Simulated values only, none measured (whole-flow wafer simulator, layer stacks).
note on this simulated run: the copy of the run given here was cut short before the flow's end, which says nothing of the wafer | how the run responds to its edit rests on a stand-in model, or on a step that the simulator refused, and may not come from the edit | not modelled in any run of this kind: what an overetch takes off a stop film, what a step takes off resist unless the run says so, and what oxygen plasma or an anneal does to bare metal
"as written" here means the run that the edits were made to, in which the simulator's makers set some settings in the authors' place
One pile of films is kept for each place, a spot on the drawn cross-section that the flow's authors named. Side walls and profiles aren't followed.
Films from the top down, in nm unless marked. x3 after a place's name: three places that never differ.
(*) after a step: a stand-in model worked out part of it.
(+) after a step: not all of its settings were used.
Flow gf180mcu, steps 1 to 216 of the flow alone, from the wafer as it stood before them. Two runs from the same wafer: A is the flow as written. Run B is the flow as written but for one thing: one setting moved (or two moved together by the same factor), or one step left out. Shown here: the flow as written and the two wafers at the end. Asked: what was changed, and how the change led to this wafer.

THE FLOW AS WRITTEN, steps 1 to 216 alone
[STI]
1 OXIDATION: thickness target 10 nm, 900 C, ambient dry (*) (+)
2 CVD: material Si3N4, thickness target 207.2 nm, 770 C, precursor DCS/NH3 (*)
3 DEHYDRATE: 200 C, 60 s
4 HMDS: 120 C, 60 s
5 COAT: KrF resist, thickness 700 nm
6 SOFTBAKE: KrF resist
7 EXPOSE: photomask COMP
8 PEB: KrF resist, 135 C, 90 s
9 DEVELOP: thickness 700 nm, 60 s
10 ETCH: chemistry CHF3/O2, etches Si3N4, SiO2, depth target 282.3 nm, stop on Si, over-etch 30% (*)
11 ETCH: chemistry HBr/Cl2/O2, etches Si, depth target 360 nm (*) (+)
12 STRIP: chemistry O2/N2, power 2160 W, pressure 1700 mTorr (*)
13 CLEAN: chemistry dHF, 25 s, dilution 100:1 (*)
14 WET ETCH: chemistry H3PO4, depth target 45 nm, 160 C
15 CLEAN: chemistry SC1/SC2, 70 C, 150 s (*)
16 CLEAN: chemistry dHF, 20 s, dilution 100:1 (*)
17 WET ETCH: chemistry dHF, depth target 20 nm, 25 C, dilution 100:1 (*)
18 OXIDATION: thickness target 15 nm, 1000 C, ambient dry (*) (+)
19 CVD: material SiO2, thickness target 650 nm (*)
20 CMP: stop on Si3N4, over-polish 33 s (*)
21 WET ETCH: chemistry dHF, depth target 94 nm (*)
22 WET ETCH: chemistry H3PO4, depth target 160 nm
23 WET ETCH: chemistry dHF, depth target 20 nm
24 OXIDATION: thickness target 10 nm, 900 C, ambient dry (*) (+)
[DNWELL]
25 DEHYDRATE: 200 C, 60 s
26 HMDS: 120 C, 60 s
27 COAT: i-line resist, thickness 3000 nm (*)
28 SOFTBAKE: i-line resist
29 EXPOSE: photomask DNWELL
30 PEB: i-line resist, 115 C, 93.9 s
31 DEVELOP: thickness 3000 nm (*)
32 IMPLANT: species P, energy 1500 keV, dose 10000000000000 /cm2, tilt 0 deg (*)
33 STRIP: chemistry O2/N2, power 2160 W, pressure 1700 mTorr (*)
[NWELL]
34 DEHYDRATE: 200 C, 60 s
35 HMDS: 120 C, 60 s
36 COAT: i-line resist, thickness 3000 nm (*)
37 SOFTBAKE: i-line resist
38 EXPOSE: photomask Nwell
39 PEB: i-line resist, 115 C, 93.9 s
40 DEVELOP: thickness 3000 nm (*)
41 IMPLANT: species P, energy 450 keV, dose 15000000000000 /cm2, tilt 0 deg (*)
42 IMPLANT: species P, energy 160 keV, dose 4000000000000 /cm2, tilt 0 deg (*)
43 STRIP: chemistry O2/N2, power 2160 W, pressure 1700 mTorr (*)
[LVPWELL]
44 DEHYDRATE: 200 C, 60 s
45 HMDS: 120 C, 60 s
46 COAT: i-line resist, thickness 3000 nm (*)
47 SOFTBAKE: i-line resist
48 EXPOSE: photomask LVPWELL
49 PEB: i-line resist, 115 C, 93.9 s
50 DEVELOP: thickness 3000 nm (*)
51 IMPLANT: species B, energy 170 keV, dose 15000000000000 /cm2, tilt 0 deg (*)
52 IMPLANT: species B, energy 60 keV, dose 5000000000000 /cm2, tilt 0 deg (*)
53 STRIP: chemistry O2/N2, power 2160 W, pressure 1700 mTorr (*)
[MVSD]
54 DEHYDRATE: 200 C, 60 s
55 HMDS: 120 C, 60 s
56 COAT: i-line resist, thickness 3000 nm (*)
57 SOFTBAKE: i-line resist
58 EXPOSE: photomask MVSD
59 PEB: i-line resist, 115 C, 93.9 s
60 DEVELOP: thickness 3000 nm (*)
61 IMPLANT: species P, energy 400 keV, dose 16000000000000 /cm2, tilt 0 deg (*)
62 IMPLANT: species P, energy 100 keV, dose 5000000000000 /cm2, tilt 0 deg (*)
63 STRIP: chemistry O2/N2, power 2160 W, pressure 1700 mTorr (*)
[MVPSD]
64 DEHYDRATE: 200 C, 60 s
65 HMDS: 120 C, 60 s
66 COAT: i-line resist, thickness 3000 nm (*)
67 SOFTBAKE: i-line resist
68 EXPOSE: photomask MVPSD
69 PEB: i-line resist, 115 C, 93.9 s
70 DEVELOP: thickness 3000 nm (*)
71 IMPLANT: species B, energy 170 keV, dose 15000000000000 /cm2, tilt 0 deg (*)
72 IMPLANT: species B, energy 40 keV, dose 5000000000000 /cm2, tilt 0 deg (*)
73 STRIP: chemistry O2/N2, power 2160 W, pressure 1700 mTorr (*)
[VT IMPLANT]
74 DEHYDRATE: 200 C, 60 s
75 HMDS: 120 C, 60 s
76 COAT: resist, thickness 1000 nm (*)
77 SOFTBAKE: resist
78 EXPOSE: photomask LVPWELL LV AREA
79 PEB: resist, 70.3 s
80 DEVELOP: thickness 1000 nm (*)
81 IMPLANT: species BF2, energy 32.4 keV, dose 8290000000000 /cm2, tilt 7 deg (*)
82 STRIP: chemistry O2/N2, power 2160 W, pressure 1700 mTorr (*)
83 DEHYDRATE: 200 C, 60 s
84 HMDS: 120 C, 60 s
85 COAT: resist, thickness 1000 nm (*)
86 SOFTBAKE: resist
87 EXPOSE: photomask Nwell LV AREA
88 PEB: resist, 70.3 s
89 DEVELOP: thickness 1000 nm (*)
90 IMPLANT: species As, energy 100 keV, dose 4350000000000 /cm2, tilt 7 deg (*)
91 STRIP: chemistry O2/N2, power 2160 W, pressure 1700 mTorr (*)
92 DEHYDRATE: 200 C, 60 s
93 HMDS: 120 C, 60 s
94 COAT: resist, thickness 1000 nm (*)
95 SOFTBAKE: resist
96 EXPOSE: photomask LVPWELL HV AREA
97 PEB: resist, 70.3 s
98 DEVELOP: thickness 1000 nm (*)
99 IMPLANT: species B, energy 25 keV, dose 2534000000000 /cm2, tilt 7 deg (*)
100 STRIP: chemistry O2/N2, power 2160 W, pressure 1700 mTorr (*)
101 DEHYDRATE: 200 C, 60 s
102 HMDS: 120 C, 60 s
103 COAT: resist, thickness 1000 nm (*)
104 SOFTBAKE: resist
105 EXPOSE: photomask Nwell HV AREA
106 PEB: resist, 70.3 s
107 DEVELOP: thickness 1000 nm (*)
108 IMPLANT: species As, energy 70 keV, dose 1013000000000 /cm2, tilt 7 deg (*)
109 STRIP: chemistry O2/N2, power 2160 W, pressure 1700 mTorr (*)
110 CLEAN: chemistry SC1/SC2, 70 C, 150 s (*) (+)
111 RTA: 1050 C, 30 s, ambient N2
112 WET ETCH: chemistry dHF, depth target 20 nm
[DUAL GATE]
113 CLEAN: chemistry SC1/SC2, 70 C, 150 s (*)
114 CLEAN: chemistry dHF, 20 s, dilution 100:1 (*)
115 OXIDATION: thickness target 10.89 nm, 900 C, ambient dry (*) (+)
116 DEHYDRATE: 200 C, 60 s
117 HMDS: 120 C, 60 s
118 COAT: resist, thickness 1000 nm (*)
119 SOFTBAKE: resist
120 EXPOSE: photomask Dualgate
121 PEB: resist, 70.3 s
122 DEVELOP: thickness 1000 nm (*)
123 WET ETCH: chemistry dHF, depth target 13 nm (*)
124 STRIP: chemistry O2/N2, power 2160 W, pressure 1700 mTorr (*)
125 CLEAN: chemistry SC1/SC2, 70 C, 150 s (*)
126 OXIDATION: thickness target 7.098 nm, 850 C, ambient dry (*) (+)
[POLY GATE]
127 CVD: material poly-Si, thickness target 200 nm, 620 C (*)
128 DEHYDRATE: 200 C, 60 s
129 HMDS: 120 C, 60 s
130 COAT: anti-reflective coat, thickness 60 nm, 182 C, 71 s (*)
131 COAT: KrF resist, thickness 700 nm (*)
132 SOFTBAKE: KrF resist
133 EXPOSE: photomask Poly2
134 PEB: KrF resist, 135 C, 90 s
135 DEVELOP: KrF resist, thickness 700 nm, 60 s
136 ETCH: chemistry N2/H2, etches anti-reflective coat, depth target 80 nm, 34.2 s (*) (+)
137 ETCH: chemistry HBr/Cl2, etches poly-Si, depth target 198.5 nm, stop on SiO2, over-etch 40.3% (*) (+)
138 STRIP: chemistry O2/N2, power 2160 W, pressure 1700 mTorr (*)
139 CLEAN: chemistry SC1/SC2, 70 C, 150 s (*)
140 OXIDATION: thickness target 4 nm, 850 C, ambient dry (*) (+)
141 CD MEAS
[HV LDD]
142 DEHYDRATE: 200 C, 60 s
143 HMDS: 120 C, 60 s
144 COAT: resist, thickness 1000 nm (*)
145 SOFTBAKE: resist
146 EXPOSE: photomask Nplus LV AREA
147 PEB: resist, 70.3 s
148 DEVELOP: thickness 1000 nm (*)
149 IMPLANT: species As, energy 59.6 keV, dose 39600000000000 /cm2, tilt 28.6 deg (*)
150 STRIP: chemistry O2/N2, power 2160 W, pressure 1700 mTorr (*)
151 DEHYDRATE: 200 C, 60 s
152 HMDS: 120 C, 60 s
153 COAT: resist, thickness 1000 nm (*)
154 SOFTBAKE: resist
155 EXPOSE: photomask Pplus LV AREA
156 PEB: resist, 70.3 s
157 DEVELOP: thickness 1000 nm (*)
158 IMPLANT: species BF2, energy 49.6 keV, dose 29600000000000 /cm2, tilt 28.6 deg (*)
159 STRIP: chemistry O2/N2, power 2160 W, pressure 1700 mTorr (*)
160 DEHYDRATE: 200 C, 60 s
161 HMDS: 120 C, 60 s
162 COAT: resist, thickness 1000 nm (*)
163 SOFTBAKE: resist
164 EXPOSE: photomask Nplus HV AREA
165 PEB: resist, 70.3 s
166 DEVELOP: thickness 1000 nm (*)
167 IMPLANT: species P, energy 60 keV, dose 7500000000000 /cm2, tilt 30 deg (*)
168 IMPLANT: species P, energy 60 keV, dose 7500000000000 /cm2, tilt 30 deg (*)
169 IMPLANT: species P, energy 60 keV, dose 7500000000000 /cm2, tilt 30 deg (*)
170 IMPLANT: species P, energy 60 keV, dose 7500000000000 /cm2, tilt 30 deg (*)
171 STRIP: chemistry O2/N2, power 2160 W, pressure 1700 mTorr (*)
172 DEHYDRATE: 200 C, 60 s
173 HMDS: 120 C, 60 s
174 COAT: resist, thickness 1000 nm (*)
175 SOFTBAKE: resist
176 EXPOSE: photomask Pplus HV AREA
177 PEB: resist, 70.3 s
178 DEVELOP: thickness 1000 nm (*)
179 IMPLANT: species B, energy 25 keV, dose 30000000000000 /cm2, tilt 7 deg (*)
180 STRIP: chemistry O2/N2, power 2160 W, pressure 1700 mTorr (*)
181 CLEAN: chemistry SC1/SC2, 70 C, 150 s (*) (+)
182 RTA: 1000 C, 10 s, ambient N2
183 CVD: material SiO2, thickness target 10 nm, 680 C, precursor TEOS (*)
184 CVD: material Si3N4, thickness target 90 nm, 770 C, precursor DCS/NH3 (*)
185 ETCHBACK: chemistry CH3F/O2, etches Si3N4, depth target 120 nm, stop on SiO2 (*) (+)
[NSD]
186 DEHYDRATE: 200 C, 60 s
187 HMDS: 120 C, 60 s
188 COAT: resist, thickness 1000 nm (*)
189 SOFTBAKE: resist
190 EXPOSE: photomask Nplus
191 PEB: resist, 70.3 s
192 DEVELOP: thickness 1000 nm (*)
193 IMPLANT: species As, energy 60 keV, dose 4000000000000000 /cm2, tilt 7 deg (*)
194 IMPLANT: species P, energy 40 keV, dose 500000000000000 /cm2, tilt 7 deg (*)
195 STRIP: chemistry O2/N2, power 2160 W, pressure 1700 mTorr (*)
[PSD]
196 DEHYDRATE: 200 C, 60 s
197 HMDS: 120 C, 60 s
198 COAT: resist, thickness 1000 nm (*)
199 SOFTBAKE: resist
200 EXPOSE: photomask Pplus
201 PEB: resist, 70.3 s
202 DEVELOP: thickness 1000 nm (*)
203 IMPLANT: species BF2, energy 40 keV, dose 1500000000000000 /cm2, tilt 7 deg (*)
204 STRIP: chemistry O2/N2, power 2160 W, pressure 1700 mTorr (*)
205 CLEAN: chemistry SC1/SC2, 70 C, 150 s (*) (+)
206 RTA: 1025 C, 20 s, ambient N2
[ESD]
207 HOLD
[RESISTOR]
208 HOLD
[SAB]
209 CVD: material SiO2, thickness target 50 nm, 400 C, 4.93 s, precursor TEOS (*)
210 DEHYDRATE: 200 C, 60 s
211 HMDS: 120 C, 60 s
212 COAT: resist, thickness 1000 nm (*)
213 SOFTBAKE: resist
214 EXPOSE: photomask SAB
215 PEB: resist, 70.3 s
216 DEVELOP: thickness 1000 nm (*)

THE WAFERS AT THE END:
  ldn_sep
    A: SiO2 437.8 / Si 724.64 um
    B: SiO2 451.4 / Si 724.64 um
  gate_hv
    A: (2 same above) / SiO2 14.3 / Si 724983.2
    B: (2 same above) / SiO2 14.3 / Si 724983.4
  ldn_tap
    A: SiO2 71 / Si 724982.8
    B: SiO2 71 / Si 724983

The cause: step 23, WET ETCH: depth target 9.5 nm was run, where the flow has depth target 20 nm.

How the change led to this, step by step:
  23 WET ETCH: chemistry dHF, depth target 20 nm
      active, n_well, p_well and 40 more: A SiO2 -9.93 (all of it) | B SiO2 -9.5
      field_sub, sti, mim_1p0 x3 and 19 more: A SiO2 -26 | B SiO2 -12.3
      (and at 13 more places)
  24 OXIDATION: thickness target 10 nm, 900 C, ambient dry (*) (+)
      active, n_well, p_well and 40 more: A SiO2 +10 (new film), Si -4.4 | B SiO2 +9.57, Si -4.21
  28 SOFTBAKE: i-line resist
      ldn_fp, ldn_drn: A i-line resist +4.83 | B i-line resist +6.44
      field: A i-line resist +2.45 | B i-line resist +3.43
      (and at 39 more places)
  37 SOFTBAKE: i-line resist
      ldn_fp, ldn_drn: A i-line resist +4.83 | B i-line resist +6.44
      field: A i-line resist +2.45 | B i-line resist +3.43
      (and at 39 more places)
  47 SOFTBAKE: i-line resist
      ldn_fp, ldn_drn: A i-line resist +4.83 | B i-line resist +6.44
      field: A i-line resist +2.45 | B i-line resist +3.43
      (and at 39 more places)
  57 SOFTBAKE: i-line resist
      ldn_fp, ldn_drn: A i-line resist +4.83 | B i-line resist +6.44
      field: A i-line resist +2.45 | B i-line resist +3.43
      (and at 39 more places)
  67 SOFTBAKE: i-line resist
      ldn_fp, ldn_drn: A i-line resist +4.83 | B i-line resist +6.44
      field: A i-line resist +2.45 | B i-line resist +3.43
      (and at 39 more places)
  77 SOFTBAKE: resist
      field_sub__w2: A resist -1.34 | B resist -1.89
      gate_p_hv: A resist +1.75 | B resist +2.45
      (and at 3 more places)
  86 SOFTBAKE: resist
      field_sub__w2: A resist -1.34 | B resist -1.89
      gate_p_hv: A resist +1.75 | B resist +2.45
      (and at 3 more places)
  95 SOFTBAKE: resist
      field_sub__w2: A resist -1.34 | B resist -1.89
      gate_p_hv: A resist +1.75 | B resist +2.45
      (and at 3 more places)
  104 SOFTBAKE: resist
      field_sub__w2: A resist -1.34 | B resist -1.89
      gate_p_hv: A resist +1.75 | B resist +2.45
      (and at 3 more places)
  119 SOFTBAKE: resist
      field_sub: A resist -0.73 | B resist -1.34
      field_sub__w2: A resist -0.62 | B resist -1.16
      (and at 4 more places)
  130 COAT: anti-reflective coat, thickness 60 nm, 182 C, 71 s (*)
      p_well, spacer, sd_n: A anti-reflective coat +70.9 (new film) | B anti-reflective coat +83.8 (new film)
      ldn_acc, ldp_acc: A anti-reflective coat +66.9 (new film) | B anti-reflective coat +72.1 (new film)
      (and at 70 more places)
  136 ETCH: chemistry N2/H2, etches anti-reflective coat, depth target 80 nm, 34.2 s (*) (+)
      p_well, spacer, sd_n: A anti-reflective coat -70.9 (all of it), poly-Si -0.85 | B anti-reflective coat -83.8 (all of it), poly-Si -0.52
      field: A anti-reflective coat -61.5 (all of it), poly-Si -1.09 | B anti-reflective coat -57.2 (all of it), poly-Si -1.2
      (and at 49 more places)
  138 STRIP: chemistry O2/N2, power 2160 W, pressure 1700 mTorr (*)
      gate: A chemical SiO2 +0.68 (new film), KrF resist -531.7 (all of it), anti-reflective coat -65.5 (all of it), poly-Si -0.3 | B chemical SiO2 +0.68 (new film), KrF resist -532.7 (all of it), anti-reflective coat -71.3 (all of it), poly-Si -0.3
      gate_hv: A chemical SiO2 +0.68 (new film), KrF resist -528.4 (all of it), anti-reflective coat -61 (all of it), poly-Si -0.3 | B chemical SiO2 +0.68 (new film), KrF resist -531.3 (all of it), anti-reflective coat -63.2 (all of it), poly-Si -0.3
      (and at 20 more places)
  145 SOFTBAKE: resist
      field_sub: A resist +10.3 | B resist +9.7
      gate_p_hv: A resist -7.98 | B resist -7.21
      (and at 5 more places)
  ... 6 more steps ...
  213 SOFTBAKE: resist
      field__w8: A resist -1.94 | B resist -1.42
      field_sub: A resist +11.7 | B resist +11.1
      (and at 8 more places)
